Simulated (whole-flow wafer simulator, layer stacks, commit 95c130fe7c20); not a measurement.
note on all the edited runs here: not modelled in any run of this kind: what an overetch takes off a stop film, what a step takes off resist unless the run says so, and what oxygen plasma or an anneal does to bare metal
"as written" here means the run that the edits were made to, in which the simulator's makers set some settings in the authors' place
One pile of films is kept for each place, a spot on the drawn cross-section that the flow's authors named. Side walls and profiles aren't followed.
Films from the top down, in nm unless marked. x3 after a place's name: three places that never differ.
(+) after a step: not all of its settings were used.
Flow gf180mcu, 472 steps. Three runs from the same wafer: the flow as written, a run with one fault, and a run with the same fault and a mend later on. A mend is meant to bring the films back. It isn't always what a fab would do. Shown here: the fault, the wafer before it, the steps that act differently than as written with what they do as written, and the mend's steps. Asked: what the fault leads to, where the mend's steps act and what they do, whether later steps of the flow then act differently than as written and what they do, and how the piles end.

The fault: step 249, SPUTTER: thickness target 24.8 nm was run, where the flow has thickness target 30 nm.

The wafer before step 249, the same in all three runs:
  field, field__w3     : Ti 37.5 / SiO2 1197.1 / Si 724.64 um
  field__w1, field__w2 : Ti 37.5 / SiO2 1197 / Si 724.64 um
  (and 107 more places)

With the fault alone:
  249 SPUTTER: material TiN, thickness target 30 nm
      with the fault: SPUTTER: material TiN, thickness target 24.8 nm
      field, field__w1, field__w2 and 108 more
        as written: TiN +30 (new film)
        with the fault: TiN +24.8 (new film)
  Later steps of the flow that act differently than as written (1 more step differs only slightly, by at most 2% or 0.5 nm, whichever is larger, and isn't shown):
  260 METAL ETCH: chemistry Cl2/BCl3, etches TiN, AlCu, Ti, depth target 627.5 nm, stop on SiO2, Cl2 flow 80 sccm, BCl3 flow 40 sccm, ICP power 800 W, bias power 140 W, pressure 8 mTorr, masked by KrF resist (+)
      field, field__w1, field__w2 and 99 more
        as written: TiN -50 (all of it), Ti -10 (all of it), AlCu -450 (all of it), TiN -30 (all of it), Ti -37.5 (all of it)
        with the fault: TiN -50 (all of it), Ti -10 (all of it), AlCu -450 (all of it), TiN -24.8 (all of it), Ti -37.5 (all of it)
  At the end the piles differ from the flow's by more than 2% or 0.5 nm, whichever is larger, at field__w8, contact, m1 and 6 more.
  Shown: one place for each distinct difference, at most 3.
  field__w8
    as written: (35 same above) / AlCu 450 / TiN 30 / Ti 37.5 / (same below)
    with the fault: (35 same above) / AlCu 450 / TiN 24.8 / Ti 37.5 / (same below)
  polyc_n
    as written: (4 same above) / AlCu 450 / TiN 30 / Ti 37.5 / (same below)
    with the fault: (4 same above) / AlCu 450 / TiN 24.8 / Ti 37.5 / (same below)
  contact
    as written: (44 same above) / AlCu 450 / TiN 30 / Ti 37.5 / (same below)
    with the fault: (44 same above) / AlCu 450 / TiN 24.8 / Ti 37.5 / (same below)

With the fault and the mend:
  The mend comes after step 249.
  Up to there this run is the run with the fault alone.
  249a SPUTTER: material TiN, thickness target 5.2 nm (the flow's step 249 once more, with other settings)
      field, field__w1, field__w2 and 108 more
        TiN +5.2
  No later step of the flow acts differently than as written at any place that is followed.
  At the end the piles are the same as the flow's at every place that both follow.
